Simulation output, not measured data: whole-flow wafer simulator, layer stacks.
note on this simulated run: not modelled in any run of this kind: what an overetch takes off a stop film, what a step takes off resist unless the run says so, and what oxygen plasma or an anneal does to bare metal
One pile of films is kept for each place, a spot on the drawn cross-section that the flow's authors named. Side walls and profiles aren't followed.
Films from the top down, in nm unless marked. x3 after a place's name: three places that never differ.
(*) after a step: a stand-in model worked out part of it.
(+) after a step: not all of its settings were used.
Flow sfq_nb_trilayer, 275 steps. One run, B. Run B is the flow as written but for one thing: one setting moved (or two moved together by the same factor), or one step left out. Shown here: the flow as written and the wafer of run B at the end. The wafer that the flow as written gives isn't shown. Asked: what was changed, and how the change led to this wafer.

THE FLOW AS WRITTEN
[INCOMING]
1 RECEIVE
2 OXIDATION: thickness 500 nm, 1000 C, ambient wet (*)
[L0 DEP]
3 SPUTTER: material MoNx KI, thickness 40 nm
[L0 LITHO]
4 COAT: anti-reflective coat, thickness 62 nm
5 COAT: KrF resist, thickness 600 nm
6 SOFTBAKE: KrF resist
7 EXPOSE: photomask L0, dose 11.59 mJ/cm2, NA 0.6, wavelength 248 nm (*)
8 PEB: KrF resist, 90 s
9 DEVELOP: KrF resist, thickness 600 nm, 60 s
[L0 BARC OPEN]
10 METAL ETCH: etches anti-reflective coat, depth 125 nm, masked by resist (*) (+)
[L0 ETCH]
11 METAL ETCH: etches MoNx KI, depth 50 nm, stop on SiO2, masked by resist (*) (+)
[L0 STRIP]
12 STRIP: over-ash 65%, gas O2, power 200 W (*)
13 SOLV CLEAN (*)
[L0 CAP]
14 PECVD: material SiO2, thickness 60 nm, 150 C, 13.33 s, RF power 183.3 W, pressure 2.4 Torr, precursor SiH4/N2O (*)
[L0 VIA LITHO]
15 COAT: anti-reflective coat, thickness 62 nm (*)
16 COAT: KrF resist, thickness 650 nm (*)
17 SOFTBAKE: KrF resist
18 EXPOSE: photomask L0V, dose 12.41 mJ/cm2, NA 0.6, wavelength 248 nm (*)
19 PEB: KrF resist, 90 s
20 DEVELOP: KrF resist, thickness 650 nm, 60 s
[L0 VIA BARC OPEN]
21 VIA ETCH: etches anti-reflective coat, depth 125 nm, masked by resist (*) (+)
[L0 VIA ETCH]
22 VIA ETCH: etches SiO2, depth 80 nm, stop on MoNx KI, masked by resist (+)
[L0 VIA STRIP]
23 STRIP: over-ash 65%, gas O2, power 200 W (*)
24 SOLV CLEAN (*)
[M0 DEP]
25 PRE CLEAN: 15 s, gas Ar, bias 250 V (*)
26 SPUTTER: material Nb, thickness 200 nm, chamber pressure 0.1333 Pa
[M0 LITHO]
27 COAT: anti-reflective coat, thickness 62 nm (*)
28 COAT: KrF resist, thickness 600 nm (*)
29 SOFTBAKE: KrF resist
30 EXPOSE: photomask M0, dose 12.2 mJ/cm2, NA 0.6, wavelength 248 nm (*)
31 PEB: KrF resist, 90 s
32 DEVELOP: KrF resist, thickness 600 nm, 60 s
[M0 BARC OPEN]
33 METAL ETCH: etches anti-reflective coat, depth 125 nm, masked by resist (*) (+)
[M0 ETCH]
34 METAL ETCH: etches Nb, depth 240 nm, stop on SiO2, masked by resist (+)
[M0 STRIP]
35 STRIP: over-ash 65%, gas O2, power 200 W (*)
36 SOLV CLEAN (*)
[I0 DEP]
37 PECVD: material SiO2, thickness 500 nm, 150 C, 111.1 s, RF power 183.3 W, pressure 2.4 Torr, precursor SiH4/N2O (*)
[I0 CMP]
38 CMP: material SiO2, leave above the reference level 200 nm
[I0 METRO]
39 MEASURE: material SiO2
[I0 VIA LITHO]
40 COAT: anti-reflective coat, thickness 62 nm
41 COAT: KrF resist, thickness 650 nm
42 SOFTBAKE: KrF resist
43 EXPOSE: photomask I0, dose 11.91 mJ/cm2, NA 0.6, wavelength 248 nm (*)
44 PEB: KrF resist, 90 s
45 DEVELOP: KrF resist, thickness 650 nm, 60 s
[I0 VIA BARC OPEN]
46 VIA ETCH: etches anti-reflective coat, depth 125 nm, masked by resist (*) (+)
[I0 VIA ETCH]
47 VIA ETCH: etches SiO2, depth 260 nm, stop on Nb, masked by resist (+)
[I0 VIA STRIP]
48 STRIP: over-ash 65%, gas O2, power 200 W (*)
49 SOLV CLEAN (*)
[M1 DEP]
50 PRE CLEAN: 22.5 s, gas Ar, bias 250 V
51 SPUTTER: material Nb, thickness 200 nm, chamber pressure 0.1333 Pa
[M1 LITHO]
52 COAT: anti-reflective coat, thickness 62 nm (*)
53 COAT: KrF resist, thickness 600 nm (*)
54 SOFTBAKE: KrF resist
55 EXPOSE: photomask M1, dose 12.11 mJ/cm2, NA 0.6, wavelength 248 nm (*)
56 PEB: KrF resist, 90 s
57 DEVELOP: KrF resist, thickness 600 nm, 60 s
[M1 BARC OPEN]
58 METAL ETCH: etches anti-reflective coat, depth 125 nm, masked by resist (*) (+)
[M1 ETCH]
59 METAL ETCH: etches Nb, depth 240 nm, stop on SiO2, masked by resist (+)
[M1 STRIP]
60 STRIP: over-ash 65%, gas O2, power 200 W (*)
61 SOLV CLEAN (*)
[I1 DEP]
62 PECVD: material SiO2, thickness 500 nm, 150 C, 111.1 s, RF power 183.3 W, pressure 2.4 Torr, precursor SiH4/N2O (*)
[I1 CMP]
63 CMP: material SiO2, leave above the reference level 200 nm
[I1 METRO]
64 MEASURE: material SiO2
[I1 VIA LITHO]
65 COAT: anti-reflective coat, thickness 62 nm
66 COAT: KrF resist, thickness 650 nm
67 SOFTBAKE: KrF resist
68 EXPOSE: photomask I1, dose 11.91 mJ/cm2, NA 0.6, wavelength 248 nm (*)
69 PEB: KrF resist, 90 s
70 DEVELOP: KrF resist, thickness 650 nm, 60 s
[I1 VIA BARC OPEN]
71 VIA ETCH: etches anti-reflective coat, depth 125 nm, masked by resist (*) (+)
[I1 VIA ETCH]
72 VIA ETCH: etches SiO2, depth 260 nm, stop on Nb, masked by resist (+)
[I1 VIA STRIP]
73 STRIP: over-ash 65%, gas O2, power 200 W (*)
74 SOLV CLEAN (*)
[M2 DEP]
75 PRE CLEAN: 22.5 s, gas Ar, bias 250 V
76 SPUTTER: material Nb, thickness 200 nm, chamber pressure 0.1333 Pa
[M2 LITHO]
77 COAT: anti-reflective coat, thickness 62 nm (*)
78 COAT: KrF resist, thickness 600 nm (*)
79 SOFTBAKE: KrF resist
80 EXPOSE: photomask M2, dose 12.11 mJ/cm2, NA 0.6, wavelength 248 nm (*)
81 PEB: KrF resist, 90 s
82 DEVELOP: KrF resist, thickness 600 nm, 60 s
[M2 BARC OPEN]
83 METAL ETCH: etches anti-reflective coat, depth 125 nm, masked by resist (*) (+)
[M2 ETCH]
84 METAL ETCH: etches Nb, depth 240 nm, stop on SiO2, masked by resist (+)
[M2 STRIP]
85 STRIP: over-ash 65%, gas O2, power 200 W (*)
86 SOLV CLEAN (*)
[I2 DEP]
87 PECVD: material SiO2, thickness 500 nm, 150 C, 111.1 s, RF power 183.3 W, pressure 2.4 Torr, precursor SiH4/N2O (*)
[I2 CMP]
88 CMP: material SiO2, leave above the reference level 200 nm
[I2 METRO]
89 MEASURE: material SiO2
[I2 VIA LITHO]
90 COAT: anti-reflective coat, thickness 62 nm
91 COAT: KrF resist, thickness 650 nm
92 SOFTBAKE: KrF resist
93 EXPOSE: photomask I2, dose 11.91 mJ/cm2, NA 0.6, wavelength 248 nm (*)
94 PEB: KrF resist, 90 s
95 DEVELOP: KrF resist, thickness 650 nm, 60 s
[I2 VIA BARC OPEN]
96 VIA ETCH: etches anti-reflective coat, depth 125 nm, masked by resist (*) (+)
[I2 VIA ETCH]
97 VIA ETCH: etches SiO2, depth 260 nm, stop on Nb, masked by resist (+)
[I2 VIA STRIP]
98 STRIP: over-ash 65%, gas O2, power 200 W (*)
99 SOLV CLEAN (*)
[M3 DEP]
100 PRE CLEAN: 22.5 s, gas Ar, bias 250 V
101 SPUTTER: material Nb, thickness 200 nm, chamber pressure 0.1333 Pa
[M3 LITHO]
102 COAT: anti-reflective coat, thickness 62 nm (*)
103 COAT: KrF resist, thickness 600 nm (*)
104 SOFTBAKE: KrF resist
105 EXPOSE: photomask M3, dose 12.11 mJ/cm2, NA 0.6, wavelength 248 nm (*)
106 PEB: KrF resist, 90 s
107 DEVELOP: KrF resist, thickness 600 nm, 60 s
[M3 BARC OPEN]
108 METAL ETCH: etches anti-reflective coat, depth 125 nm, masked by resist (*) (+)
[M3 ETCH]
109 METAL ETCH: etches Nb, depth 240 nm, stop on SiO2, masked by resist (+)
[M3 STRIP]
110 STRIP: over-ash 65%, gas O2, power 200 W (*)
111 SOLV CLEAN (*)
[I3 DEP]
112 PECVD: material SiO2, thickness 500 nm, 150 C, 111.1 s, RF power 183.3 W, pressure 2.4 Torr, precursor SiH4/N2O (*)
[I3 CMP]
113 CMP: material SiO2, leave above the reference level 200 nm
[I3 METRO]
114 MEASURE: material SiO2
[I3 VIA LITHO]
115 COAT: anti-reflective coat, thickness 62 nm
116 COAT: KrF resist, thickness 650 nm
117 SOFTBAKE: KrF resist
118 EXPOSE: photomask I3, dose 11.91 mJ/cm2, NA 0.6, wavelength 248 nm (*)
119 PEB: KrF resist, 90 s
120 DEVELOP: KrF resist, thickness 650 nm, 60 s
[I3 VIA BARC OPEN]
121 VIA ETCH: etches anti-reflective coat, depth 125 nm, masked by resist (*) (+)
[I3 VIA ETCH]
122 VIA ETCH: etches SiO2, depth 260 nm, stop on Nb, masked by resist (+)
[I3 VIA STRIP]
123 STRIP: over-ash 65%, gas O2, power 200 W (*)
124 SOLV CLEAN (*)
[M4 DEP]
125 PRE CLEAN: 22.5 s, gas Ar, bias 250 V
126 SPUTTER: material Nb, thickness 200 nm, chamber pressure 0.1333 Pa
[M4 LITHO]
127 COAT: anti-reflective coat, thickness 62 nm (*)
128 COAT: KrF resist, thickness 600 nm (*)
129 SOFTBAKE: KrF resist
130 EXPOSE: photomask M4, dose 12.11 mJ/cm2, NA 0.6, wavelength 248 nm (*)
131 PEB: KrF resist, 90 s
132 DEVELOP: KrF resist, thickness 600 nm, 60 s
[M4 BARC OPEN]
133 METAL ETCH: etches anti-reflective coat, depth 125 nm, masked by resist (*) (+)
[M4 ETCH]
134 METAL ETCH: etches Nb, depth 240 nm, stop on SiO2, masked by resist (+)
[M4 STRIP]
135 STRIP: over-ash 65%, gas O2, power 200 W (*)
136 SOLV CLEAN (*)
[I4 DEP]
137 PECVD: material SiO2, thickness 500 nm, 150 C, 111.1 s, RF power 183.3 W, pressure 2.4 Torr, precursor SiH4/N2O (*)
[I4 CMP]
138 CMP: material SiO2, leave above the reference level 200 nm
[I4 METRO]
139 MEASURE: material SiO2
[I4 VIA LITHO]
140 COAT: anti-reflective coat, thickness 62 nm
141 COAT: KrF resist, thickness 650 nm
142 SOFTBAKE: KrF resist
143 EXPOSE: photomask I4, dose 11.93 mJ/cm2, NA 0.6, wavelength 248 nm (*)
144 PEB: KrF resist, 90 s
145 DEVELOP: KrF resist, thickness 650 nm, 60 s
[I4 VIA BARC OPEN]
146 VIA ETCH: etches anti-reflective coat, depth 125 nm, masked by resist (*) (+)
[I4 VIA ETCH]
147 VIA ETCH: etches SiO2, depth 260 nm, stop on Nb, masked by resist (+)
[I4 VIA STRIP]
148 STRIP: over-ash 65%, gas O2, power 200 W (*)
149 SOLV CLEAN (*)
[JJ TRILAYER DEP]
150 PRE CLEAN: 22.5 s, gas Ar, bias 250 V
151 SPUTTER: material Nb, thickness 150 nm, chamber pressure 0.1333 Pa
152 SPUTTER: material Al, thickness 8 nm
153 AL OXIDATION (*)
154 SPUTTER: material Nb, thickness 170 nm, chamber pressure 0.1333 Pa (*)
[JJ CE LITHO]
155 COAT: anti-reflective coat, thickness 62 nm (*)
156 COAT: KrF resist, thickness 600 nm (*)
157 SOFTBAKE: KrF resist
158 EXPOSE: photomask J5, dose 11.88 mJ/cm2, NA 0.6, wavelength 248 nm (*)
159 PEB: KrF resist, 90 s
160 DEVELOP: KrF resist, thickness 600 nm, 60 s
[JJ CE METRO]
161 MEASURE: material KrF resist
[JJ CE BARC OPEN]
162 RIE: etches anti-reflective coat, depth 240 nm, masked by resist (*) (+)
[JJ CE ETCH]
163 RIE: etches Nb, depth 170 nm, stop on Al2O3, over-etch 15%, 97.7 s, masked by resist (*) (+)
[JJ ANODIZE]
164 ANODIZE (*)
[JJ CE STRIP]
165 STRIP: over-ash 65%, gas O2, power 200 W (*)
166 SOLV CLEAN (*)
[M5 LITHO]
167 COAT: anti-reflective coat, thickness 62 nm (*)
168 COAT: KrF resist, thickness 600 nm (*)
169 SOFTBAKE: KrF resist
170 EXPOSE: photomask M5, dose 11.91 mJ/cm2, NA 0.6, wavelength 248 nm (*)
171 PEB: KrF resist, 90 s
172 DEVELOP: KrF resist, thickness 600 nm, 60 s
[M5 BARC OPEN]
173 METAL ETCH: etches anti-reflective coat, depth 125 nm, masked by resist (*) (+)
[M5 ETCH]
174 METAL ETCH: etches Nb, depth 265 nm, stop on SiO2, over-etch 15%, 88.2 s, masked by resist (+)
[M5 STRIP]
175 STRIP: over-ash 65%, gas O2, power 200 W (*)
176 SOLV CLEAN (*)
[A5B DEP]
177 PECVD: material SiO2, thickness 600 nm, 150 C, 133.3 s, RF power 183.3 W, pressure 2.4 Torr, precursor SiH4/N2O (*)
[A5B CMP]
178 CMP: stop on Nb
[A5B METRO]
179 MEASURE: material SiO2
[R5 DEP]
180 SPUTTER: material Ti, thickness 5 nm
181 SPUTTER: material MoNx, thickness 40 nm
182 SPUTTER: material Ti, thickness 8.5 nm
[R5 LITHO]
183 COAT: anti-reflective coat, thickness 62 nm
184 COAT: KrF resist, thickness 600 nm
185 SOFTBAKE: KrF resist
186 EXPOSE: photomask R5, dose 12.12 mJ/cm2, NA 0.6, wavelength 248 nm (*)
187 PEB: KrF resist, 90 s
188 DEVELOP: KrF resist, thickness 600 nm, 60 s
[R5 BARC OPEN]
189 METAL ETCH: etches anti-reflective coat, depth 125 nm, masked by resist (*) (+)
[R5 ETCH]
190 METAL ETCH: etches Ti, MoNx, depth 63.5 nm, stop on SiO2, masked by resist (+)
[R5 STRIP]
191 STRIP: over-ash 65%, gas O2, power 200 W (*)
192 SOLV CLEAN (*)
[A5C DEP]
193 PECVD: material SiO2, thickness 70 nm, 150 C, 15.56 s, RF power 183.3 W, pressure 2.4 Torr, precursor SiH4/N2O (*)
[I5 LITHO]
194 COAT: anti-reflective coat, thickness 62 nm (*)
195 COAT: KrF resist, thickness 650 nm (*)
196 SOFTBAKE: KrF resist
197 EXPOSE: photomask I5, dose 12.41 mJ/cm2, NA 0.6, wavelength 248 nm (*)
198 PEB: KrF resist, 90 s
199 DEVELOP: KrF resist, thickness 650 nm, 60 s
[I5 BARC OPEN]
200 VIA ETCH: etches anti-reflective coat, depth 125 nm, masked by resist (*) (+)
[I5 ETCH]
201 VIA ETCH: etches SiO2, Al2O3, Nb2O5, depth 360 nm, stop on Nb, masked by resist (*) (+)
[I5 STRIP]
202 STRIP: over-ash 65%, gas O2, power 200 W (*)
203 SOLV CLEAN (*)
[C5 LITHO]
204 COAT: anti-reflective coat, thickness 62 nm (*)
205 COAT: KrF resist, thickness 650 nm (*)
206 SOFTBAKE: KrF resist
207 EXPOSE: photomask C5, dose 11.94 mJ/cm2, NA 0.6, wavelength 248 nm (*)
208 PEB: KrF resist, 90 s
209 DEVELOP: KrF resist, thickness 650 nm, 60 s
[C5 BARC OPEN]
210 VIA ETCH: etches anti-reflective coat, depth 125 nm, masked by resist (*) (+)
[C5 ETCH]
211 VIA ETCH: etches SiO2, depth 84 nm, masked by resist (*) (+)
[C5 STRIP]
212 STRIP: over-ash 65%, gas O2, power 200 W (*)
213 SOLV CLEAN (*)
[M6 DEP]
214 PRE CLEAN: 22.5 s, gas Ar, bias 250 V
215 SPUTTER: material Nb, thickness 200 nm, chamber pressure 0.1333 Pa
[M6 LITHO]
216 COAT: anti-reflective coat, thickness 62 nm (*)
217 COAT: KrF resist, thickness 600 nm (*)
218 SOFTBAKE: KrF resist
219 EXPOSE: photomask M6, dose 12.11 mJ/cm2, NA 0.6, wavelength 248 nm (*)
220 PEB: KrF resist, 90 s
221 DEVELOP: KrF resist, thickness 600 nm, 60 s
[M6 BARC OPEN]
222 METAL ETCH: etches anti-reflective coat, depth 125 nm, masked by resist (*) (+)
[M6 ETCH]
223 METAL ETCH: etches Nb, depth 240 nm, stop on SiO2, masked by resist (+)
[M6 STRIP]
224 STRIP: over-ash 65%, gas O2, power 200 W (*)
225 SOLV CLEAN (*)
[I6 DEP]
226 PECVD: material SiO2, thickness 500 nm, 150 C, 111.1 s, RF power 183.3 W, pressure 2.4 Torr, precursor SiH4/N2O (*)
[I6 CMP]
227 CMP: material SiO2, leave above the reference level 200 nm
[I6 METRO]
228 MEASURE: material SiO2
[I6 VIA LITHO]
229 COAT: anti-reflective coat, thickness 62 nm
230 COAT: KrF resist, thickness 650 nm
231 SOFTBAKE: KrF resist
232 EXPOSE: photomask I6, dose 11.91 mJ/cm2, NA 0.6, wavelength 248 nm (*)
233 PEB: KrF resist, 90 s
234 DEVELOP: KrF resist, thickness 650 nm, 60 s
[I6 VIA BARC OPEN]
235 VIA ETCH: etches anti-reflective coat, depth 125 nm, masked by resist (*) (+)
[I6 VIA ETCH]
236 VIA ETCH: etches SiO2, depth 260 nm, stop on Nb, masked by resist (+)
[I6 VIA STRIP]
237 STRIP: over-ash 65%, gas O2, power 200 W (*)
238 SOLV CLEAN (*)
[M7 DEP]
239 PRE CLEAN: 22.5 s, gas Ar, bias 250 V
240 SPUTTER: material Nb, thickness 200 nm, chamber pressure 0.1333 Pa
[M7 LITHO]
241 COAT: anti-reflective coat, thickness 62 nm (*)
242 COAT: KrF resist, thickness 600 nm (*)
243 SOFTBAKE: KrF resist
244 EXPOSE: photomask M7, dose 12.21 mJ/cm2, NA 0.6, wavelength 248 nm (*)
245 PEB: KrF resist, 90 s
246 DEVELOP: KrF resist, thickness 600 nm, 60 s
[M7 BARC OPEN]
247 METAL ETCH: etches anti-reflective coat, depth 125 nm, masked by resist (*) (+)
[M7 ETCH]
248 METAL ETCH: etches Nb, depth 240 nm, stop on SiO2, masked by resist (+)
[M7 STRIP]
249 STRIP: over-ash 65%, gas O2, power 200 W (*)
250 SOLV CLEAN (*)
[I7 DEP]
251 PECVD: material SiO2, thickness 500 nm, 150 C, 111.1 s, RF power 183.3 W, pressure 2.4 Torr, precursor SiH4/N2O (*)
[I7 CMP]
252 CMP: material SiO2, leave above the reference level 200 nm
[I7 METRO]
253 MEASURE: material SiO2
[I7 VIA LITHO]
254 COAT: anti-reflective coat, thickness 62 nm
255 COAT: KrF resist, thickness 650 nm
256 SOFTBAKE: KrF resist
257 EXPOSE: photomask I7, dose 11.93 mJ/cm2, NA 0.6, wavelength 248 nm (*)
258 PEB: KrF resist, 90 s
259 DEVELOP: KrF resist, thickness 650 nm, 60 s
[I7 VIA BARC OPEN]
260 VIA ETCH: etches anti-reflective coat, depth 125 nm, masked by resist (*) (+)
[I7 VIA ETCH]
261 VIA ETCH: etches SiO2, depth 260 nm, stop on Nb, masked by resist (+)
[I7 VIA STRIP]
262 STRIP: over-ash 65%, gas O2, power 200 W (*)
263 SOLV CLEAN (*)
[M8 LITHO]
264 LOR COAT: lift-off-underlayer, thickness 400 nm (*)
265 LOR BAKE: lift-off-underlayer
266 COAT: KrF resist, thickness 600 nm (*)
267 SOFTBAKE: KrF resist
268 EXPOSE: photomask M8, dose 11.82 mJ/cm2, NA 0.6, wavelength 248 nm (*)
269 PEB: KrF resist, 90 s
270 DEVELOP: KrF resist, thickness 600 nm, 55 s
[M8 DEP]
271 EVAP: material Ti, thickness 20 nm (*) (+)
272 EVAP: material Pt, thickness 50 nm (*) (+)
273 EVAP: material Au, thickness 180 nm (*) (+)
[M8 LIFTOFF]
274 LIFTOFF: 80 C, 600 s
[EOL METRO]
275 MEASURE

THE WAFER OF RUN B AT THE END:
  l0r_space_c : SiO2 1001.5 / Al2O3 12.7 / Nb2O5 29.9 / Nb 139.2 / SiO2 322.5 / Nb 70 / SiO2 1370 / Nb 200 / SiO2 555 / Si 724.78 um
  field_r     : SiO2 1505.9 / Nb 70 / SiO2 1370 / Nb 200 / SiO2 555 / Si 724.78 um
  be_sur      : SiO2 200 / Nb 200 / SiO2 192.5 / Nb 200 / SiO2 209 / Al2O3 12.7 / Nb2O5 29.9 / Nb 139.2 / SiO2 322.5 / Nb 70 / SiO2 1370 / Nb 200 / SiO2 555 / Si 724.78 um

The cause: step 134, METAL ETCH: depth 130 nm was run, where the flow has depth 240 nm.

How the change led to this, step by step:
  134 METAL ETCH: etches Nb, depth 240 nm, stop on SiO2, masked by resist (+)
      field_l, be, be_sur and 64 more: Nb -130 (as written it would be: Nb -200 (all of it))
      v_sur, via_wl, via_w and 36 more: KrF resist -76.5 (as written it would be: KrF resist -141.2)
  135 STRIP: over-ash 65%, gas O2, power 200 W (*)
      p4_fl, p4_fm, p4_w1 and 26 more: KrF resist -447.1 (all of it), anti-reflective coat -62 (all of it) (as written it would be: KrF resist -382.4 (all of it), anti-reflective coat -62 (all of it))
      ln_m5, lsp_m: KrF resist -446.6 (all of it), anti-reflective coat -61.8 (all of it) (as written it would be: KrF resist -381.9 (all of it), anti-reflective coat -61.8 (all of it))
      (and at 8 more places)
  137 PECVD: material SiO2, thickness 500 nm, 150 C, 111.1 s, RF power 183.3 W, pressure 2.4 Torr, precursor SiH4/N2O (*)
      field_l, be, be_sur and 55 more: SiO2 +500 (new film) (as written it would be: SiO2 +500)
      p3_s0, p3_s1, p3_s2, p3_s3, p3_s4, p3_s5: SiO2 +500 (new film) (as written it would be: SiO2 +557.1)
      (and at 3 more places)
  138 CMP: material SiO2, leave above the reference level 200 nm
      field_l, be, be_sur and 55 more: SiO2 -170 (as written it would be: SiO2 -100)
      p3_s0, p3_s1, p3_s2, p3_s3, p3_s4, p3_s5: SiO2 -170 (as written it would be: SiO2 -157.1)
      (and at 3 more places)
Counting metal films that touch as one body, l0r_space_c has 3 bodies (between them, from the top down: SiO2 322.5; SiO2 1370); the flow as written gives 2 bodies (between them, from the top down: SiO2 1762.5).
Counting metal films that touch as one body, field_r has 2 bodies (between them, from the top down: SiO2 1370); the flow as written gives 1 body.
Counting metal films that touch as one body, be_sur has 5 bodies (between them, from the top down: SiO2 192.5; SiO2 209 / Al2O3 12.7 / Nb2O5 29.9; SiO2 322.5; SiO2 1370); the flow as written gives 4 bodies (between them, from the top down: SiO2 192.5; SiO2 209 / Al2O3 12.7 / Nb2O5 29.9; SiO2 1762.5).
